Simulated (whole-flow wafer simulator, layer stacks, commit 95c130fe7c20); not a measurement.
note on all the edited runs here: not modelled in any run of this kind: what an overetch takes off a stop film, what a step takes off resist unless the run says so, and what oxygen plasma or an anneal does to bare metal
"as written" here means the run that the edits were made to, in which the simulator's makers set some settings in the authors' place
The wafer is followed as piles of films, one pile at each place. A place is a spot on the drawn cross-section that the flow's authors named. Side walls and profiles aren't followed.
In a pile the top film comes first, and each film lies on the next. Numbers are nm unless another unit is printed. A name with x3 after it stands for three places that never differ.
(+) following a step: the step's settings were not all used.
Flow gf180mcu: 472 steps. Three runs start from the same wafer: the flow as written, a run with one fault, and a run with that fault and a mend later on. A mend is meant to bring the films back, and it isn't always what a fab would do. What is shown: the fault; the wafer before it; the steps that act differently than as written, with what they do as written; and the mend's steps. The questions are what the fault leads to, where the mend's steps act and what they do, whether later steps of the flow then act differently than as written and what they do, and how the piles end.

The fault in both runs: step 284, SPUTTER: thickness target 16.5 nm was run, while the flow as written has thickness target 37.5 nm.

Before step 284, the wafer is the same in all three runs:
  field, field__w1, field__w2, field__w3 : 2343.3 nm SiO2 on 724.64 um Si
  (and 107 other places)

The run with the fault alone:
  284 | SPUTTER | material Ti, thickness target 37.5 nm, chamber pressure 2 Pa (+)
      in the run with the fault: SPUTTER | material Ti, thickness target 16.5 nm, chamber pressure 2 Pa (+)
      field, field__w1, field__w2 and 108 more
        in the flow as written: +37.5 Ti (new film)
        in the run with the fault: +16.5 Ti (new film)
  Later steps of the flow acting differently than as written:
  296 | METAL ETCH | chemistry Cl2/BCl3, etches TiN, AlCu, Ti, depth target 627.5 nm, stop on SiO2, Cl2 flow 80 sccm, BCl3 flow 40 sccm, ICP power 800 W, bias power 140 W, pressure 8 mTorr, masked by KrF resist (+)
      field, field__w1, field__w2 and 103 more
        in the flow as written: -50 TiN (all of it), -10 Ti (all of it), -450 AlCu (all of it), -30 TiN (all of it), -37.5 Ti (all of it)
        in the run with the fault: -50 TiN (all of it), -10 Ti (all of it), -450 AlCu (all of it), -30 TiN (all of it), -16.5 Ti (all of it)
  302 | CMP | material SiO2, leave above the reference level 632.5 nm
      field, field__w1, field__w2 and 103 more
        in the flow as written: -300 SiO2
        in the run with the fault: -321 SiO2
  By the end, the piles at field__w8, contact, m1, m1__w1, m1_nw depart from the flow's by more than 2% or 0.5 nm, whichever is larger.
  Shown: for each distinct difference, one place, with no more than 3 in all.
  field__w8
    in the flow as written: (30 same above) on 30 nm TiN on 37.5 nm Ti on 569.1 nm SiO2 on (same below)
    in the run with the fault: (30 same above) on 30 nm TiN on 16.5 nm Ti on 569.1 nm SiO2 on (same below)
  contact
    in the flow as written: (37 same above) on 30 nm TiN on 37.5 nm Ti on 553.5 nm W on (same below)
    in the run with the fault: (37 same above) on 30 nm TiN on 16.5 nm Ti on 553.5 nm W on (same below)

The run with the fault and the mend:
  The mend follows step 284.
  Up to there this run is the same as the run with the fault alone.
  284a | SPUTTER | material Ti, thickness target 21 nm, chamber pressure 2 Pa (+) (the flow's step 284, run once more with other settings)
      field, field__w1, field__w2 and 108 more
        +21 Ti
  None of the later steps of the flow acts differently than as written at any place that is followed.
  By the end, the piles equal the flow's at every place that both follow.
